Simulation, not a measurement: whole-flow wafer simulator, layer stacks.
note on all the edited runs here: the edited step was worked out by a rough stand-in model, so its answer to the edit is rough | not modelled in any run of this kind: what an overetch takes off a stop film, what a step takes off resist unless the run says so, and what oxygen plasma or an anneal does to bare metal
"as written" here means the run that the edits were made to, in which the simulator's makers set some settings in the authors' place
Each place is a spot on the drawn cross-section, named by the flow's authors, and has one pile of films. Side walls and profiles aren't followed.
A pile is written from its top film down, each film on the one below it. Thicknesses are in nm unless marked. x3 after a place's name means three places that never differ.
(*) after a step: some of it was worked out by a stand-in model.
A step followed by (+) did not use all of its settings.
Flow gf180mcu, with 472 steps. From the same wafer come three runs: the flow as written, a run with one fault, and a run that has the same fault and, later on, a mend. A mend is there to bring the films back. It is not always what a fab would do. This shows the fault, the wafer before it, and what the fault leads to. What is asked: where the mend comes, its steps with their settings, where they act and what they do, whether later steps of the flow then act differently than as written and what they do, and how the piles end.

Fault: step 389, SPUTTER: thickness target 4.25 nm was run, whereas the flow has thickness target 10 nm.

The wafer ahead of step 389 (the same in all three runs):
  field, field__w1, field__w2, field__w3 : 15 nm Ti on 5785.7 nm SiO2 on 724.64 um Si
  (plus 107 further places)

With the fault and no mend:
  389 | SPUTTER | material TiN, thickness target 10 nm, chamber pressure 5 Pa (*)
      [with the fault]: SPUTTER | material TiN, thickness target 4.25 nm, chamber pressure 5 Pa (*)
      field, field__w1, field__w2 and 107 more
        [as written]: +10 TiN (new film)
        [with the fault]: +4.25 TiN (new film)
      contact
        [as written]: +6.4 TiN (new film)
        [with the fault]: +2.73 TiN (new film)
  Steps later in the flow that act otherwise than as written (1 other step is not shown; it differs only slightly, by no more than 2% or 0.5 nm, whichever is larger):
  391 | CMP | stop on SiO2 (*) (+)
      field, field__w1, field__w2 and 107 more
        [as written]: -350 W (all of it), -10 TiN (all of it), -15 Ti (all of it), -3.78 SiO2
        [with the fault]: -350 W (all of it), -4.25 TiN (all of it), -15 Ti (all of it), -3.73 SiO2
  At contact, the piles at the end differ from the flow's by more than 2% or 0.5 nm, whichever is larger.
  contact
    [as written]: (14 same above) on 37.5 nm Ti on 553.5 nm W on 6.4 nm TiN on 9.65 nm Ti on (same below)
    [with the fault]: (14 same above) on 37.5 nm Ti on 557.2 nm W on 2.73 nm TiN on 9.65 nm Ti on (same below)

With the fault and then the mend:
  The mend follows step 389.
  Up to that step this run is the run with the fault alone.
  389a | SPUTTER | material TiN, thickness target 5.75 nm, chamber pressure 5 Pa (*) (a further turn of the flow's step 389, with different settings)
      field, field__w1, field__w2 and 107 more
        +5.75 TiN
      contact
        +3.68 TiN
  Every later step of the flow that is run acts as written at every place that is followed.
  At every place that both follow, the piles at the end match the flow's.
